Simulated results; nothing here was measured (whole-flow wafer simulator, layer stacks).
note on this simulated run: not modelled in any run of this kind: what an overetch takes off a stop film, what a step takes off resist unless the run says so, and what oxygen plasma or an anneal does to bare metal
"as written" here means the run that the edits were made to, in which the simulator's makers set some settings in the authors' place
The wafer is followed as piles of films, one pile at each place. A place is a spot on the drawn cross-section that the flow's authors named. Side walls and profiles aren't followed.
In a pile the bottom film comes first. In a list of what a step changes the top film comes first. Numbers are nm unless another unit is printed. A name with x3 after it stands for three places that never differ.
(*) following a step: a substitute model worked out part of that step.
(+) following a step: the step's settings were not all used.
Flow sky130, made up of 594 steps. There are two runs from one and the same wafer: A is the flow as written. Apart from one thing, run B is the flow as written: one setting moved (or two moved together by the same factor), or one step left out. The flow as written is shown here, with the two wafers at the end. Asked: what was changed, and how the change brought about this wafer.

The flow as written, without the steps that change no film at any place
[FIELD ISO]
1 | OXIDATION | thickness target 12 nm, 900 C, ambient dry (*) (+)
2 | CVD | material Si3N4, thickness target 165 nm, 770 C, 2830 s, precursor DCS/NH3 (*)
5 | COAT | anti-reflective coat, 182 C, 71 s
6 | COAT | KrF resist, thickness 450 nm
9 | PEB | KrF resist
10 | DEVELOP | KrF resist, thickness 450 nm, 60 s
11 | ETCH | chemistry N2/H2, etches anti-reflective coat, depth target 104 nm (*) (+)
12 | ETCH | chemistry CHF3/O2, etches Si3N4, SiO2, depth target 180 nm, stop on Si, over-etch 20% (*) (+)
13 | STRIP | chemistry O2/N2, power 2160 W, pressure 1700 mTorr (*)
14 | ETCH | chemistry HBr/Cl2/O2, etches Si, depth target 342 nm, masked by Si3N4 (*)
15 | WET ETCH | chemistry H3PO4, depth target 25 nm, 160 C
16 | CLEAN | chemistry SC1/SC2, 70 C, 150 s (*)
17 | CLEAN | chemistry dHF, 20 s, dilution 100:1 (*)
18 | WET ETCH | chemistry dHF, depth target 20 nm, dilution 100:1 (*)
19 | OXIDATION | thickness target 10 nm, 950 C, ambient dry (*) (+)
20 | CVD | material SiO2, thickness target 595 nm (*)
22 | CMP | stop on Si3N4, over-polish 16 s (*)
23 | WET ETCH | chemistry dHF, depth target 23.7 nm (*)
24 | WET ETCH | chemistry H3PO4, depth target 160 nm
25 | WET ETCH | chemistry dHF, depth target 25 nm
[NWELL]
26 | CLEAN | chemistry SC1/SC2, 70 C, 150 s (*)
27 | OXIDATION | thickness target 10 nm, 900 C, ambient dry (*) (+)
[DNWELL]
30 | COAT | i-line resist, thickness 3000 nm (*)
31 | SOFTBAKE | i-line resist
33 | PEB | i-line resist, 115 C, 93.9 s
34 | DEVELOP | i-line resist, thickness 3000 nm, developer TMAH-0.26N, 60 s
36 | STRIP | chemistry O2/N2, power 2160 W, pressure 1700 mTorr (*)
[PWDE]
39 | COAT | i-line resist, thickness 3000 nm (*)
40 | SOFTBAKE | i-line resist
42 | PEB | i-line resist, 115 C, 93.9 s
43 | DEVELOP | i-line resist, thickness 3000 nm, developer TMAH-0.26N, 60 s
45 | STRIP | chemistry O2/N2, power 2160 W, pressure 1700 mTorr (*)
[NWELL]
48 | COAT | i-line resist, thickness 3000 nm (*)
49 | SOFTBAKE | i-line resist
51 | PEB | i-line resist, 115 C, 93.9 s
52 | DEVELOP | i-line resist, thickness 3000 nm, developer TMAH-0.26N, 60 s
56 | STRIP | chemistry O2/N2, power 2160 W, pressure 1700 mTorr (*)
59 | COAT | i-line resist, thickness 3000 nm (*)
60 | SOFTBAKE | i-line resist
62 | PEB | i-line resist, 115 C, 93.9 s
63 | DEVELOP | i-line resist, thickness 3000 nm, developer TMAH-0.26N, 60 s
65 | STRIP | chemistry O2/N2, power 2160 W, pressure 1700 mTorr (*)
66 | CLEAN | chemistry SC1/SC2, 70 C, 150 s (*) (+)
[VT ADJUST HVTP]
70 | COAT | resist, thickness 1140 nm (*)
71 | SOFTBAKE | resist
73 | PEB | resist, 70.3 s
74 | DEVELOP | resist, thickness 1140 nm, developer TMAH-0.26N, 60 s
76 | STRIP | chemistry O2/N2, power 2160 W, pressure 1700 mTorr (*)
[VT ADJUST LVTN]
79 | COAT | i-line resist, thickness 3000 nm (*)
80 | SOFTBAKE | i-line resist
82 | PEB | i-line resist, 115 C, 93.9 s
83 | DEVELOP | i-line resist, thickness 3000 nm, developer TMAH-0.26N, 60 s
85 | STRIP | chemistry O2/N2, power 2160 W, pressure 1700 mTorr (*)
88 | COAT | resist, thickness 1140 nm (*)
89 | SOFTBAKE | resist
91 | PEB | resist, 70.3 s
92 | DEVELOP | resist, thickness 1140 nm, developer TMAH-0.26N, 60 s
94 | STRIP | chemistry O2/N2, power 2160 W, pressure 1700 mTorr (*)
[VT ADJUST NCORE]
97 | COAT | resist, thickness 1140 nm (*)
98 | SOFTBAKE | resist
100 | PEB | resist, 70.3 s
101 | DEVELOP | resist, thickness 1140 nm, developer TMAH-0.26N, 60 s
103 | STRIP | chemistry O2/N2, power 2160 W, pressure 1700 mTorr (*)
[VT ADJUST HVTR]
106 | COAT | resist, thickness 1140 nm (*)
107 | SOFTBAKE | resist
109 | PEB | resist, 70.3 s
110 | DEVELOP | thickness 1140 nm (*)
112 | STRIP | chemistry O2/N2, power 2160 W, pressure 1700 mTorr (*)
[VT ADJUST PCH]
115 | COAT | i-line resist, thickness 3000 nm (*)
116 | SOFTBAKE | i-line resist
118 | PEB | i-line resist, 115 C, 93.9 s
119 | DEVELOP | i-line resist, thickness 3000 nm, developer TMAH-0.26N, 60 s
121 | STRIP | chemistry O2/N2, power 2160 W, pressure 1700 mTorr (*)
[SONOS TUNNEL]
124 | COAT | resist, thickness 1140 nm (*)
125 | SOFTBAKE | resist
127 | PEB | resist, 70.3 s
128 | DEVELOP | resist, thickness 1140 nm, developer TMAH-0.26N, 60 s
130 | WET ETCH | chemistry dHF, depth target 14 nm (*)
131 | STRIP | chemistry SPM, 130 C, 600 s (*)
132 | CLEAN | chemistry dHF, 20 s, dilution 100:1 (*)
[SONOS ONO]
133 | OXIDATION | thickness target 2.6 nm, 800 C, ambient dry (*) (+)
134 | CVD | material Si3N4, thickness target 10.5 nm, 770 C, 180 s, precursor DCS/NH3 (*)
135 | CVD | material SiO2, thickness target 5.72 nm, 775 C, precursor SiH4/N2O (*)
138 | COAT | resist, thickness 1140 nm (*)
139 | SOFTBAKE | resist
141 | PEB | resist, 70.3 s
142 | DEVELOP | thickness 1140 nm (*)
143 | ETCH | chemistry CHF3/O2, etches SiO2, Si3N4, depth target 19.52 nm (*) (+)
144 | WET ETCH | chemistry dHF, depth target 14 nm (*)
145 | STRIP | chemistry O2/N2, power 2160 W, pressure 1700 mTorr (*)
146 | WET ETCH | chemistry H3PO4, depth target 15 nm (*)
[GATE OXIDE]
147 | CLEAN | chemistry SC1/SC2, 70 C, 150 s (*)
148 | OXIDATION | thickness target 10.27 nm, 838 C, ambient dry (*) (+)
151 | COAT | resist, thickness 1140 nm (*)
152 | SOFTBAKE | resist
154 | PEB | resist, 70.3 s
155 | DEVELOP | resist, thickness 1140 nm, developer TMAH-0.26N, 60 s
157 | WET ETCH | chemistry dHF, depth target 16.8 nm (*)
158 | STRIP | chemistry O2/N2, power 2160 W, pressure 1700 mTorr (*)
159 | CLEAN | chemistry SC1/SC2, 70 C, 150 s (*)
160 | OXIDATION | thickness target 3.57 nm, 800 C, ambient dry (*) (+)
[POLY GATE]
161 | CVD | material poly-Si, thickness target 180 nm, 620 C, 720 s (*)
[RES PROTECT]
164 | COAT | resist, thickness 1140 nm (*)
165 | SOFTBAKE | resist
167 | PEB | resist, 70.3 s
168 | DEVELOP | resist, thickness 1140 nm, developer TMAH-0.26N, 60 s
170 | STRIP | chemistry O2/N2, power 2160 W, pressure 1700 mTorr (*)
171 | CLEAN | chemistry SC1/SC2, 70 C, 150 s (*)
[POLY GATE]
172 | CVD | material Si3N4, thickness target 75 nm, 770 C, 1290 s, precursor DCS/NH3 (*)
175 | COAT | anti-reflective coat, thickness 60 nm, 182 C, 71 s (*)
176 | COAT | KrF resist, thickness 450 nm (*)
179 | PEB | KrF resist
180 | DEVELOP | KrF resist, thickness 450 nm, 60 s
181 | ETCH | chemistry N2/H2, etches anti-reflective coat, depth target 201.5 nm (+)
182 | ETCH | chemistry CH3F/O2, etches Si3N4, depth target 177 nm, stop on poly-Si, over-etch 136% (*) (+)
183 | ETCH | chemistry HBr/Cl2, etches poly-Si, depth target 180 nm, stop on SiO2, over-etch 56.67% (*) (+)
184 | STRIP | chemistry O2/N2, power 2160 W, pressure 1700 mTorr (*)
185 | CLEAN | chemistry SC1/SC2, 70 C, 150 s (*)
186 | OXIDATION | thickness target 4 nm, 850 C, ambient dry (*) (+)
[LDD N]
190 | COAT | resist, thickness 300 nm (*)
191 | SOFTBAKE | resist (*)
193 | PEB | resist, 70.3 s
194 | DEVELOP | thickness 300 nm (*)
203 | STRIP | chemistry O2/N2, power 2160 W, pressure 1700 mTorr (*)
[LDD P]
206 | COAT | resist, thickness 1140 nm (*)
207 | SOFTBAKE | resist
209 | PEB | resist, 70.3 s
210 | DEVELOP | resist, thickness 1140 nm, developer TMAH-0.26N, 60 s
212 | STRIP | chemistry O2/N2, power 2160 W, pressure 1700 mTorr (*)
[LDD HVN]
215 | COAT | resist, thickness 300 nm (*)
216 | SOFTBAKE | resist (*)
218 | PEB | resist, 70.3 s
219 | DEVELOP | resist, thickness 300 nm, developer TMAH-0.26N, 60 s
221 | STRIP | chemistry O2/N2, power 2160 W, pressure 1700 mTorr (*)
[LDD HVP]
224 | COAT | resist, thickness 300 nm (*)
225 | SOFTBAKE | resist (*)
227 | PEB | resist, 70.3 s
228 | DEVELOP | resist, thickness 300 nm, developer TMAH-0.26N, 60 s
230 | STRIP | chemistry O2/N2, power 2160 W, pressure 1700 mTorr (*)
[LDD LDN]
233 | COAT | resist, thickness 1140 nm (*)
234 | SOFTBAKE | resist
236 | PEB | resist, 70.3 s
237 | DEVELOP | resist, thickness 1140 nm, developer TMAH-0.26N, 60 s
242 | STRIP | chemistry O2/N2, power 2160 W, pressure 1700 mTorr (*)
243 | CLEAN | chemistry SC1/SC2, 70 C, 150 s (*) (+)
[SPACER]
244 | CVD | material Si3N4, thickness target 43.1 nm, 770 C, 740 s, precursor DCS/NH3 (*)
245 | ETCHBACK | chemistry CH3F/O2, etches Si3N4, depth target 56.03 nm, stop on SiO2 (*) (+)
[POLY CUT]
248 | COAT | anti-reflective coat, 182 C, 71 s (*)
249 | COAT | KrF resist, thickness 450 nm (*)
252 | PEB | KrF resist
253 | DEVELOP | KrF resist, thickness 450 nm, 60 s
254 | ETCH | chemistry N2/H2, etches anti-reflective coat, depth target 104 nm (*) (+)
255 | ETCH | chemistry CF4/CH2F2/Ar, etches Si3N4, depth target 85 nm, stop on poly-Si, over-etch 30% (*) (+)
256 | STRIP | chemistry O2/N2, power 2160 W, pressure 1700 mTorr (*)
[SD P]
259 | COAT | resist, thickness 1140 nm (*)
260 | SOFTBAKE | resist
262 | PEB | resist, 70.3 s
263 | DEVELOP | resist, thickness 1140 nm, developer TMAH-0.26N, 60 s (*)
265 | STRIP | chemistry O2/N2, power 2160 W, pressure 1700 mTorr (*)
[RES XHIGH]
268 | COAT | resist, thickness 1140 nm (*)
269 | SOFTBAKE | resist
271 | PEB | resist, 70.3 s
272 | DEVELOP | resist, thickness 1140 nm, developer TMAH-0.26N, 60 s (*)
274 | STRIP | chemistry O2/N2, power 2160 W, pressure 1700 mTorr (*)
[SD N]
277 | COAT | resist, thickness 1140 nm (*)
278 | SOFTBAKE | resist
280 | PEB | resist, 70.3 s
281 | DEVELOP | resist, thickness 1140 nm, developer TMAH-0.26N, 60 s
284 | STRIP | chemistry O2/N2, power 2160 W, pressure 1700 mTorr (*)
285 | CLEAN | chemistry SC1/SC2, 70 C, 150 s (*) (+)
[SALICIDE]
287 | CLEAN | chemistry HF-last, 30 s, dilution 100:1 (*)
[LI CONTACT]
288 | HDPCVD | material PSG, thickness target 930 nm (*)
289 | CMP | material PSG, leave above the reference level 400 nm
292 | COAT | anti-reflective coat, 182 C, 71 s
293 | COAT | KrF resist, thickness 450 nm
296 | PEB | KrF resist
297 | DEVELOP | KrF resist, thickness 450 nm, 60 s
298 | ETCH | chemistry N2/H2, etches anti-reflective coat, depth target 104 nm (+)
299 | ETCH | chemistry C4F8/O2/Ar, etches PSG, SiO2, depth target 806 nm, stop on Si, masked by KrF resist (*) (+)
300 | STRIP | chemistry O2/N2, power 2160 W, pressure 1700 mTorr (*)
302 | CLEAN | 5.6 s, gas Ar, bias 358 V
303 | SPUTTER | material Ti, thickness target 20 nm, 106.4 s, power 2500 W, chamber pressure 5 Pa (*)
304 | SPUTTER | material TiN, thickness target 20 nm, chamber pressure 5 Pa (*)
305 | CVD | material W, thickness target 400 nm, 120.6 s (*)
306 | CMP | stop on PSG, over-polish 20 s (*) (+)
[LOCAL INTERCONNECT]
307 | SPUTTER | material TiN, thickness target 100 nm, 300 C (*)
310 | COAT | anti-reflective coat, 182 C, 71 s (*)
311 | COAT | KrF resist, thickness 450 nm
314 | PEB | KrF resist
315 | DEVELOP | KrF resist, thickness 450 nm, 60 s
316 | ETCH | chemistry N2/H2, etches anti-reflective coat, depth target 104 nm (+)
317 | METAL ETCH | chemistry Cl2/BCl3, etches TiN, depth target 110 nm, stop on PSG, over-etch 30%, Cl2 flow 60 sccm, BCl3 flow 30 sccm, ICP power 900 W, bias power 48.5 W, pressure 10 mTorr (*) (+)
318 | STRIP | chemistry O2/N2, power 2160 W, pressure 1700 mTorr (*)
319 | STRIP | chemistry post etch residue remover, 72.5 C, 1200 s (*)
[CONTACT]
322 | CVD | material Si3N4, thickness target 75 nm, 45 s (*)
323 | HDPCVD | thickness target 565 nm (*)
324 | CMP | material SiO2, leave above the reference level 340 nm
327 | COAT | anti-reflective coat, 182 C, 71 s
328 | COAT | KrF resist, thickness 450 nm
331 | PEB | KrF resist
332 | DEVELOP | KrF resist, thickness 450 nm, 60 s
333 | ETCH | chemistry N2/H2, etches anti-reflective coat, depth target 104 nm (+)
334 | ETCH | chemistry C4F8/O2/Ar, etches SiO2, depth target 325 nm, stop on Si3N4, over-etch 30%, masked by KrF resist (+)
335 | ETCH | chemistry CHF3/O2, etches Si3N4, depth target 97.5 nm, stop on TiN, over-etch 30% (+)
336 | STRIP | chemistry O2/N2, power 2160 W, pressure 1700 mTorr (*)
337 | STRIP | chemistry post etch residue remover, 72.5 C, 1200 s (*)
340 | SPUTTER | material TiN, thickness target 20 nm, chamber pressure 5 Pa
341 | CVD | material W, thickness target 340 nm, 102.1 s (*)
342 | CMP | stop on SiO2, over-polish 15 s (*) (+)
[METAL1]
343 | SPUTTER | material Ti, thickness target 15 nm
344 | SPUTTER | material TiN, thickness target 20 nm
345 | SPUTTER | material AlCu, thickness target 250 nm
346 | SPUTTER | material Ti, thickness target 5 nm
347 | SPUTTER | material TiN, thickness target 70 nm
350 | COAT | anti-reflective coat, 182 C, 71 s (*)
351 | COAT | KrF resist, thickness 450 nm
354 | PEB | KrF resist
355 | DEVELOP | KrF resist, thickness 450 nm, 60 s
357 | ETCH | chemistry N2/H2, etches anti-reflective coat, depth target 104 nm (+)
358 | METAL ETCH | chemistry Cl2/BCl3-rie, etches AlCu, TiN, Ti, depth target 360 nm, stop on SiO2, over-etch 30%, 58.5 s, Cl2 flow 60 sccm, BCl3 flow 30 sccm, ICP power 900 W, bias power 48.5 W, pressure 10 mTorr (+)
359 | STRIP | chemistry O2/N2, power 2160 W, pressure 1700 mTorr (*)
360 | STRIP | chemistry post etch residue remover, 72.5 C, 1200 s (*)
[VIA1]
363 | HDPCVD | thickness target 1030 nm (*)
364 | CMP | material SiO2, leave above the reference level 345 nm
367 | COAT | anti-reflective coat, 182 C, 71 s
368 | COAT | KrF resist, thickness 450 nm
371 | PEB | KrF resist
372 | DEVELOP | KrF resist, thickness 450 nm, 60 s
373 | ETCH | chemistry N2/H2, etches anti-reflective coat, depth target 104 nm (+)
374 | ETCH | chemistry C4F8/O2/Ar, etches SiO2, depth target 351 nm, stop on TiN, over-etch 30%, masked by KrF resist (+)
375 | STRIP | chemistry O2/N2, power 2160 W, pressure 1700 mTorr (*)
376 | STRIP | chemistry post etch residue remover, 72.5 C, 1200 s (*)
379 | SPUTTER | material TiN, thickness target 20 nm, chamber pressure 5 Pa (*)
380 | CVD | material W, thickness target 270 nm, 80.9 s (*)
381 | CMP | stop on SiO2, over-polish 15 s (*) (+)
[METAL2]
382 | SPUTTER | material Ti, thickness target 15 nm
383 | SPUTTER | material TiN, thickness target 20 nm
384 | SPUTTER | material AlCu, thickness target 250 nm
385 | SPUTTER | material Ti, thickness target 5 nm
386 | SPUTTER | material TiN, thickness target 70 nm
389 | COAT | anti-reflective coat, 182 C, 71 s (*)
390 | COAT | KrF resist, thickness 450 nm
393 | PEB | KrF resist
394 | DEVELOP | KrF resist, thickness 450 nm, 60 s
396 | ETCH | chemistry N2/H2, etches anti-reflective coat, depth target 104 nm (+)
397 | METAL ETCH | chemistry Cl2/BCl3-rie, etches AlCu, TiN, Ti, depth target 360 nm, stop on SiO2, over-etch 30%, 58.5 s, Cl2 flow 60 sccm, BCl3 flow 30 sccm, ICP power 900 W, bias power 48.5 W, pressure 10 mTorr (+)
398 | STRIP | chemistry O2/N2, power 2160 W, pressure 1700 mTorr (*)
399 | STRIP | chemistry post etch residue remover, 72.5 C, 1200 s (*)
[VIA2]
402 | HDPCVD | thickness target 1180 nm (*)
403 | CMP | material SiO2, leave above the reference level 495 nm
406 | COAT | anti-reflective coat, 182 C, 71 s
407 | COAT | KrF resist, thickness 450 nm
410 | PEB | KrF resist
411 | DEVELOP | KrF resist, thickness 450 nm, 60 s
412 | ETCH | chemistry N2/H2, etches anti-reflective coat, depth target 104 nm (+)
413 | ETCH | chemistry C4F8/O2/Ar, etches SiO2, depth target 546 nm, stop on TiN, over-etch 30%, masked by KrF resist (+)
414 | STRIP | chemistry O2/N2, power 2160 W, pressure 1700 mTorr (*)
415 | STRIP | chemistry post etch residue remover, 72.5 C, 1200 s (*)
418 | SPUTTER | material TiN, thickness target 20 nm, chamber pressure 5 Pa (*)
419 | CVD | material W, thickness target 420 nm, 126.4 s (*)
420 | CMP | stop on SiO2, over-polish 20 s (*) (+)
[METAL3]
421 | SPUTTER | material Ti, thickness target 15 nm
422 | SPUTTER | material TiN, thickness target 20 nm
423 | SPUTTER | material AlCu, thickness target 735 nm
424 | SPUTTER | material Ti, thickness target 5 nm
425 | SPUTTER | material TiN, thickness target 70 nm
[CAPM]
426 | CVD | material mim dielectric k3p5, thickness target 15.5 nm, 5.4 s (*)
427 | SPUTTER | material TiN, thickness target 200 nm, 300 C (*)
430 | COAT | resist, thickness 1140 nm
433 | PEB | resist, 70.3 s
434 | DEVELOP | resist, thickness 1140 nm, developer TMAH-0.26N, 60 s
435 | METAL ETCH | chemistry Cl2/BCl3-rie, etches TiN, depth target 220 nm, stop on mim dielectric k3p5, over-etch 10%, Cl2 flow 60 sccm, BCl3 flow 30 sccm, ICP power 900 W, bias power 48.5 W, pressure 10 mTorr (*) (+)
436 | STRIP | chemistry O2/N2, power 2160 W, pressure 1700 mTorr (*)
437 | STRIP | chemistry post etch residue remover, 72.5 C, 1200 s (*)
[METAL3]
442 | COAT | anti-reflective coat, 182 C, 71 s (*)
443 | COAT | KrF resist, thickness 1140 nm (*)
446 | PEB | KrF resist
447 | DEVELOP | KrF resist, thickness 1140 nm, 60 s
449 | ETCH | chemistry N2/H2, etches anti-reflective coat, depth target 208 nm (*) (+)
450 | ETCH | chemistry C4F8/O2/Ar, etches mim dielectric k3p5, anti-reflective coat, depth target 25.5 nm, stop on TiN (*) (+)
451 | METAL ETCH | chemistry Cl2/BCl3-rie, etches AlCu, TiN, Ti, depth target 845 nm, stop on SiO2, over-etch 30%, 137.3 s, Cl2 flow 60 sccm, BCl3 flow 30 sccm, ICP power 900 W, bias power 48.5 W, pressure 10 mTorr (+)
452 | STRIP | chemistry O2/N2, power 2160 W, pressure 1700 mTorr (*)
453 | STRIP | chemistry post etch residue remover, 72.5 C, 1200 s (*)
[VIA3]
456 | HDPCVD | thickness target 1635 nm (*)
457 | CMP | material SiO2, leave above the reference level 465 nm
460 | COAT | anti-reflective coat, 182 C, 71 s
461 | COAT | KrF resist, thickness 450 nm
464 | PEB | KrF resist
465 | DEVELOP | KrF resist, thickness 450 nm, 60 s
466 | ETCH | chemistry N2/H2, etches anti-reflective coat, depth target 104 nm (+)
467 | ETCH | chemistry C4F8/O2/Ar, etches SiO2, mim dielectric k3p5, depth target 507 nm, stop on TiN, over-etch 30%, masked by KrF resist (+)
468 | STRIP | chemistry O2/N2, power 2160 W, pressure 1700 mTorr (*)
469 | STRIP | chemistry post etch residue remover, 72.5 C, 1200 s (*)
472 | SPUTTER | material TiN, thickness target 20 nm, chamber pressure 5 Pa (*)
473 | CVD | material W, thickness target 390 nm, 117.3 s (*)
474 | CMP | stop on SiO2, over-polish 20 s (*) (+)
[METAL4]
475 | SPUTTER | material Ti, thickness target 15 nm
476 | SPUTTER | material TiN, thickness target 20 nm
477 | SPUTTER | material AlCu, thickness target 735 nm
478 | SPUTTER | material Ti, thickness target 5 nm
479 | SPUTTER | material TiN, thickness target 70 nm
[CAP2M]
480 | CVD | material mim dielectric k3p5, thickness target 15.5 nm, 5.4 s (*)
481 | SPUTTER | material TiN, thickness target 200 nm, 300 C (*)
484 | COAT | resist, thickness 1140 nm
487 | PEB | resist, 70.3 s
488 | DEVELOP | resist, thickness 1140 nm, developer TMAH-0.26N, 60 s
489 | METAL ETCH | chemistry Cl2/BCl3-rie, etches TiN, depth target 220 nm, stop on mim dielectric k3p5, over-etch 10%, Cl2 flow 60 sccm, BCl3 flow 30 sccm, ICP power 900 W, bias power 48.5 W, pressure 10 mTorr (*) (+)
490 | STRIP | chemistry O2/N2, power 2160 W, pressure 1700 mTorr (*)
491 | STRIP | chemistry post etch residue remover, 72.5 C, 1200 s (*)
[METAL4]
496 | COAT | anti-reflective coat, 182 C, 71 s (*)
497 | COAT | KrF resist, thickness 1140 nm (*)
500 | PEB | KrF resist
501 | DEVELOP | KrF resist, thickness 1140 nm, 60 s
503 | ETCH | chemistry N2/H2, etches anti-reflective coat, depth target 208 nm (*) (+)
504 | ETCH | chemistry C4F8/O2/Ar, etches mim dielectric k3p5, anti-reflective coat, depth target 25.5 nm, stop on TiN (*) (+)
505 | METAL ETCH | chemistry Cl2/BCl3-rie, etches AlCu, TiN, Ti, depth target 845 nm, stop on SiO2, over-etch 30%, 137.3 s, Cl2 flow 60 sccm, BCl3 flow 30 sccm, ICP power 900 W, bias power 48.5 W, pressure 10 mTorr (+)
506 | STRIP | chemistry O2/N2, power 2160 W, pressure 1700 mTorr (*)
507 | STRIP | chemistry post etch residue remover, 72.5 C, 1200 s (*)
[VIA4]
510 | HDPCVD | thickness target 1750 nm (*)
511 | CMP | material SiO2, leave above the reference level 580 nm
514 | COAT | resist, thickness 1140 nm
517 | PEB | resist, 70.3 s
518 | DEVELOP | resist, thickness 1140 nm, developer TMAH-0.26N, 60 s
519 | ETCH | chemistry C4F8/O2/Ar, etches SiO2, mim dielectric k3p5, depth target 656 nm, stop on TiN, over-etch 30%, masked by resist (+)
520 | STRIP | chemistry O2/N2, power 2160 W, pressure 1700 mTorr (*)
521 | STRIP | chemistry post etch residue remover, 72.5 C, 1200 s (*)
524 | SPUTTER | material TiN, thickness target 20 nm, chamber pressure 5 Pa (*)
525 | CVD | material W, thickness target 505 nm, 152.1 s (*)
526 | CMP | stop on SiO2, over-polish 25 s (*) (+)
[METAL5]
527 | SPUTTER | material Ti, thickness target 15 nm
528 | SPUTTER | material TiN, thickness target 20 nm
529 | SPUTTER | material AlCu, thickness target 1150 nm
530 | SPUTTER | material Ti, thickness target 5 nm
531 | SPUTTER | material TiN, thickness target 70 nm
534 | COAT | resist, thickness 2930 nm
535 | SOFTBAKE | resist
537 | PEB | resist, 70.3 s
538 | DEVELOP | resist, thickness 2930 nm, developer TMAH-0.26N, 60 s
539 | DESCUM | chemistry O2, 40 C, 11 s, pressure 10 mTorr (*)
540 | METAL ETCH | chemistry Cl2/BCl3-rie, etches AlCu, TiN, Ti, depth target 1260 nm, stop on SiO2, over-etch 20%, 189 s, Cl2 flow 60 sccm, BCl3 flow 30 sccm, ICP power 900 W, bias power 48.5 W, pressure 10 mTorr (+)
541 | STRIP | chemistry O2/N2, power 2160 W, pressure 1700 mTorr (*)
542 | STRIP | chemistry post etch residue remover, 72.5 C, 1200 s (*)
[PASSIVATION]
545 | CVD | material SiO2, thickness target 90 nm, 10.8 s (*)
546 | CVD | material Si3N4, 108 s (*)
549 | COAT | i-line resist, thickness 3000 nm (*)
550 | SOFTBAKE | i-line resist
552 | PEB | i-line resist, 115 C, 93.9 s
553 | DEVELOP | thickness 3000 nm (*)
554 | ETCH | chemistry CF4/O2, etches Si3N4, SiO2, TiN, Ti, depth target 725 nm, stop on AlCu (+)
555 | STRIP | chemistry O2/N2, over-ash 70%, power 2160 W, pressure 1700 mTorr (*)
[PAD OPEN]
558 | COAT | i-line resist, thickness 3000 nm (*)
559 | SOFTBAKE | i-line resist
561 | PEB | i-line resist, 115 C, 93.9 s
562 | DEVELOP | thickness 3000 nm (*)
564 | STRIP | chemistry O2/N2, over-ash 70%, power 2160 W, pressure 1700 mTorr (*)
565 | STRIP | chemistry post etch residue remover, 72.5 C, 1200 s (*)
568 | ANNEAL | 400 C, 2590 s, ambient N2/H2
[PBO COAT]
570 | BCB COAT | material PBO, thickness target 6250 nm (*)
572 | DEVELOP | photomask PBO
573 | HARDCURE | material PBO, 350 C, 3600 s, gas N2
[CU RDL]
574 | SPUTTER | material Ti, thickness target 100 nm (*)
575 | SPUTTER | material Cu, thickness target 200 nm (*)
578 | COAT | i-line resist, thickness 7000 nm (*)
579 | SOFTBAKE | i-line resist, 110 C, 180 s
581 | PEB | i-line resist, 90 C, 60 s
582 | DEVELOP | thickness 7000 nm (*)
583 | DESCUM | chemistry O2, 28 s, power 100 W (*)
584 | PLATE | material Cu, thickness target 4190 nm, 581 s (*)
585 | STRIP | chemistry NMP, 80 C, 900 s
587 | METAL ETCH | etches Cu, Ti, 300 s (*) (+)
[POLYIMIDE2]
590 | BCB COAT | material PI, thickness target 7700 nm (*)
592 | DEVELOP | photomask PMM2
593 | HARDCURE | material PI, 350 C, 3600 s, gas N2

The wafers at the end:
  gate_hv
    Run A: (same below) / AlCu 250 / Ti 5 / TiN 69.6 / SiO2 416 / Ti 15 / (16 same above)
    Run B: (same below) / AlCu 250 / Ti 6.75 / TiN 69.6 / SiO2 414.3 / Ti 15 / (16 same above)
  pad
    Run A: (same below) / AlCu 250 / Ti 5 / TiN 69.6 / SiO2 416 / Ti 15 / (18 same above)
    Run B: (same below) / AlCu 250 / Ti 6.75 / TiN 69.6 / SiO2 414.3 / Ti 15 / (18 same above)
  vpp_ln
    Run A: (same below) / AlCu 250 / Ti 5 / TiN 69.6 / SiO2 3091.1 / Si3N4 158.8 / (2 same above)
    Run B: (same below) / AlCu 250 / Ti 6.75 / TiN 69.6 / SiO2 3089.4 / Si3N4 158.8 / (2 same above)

What caused this: step 385, SPUTTER: thickness target 6.75 nm was run, while the flow as written has thickness target 5 nm.
One can read it off the wafer: gate_hv has Ti 6.75, and step 385 as written asks for 5 nm.

How this came from the change, step by step:
  385 | SPUTTER | material Ti, thickness target 5 nm
      field, active, n_well and 188 more: A Ti gains 5 (new film) | B Ti gains 6.75 (new film)
  397 | METAL ETCH | chemistry Cl2/BCl3-rie, etches AlCu, TiN, Ti, depth target 360 nm, stop on SiO2, over-etch 30%, 58.5 s, Cl2 flow 60 sccm, BCl3 flow 30 sccm, ICP power 900 W, bias power 48.5 W, pressure 10 mTorr (+)
      field, active, gate and 82 more: A TiN loses 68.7 (all of it), Ti loses 5 (all of it), AlCu loses 250 (all of it), TiN loses 20 (all of it), Ti loses 15 (all of it), SiO2 loses 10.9 | B TiN loses 68.7 (all of it), Ti loses 6.75 (all of it), AlCu loses 250 (all of it), TiN loses 20 (all of it), Ti loses 15 (all of it), SiO2 loses 10.8
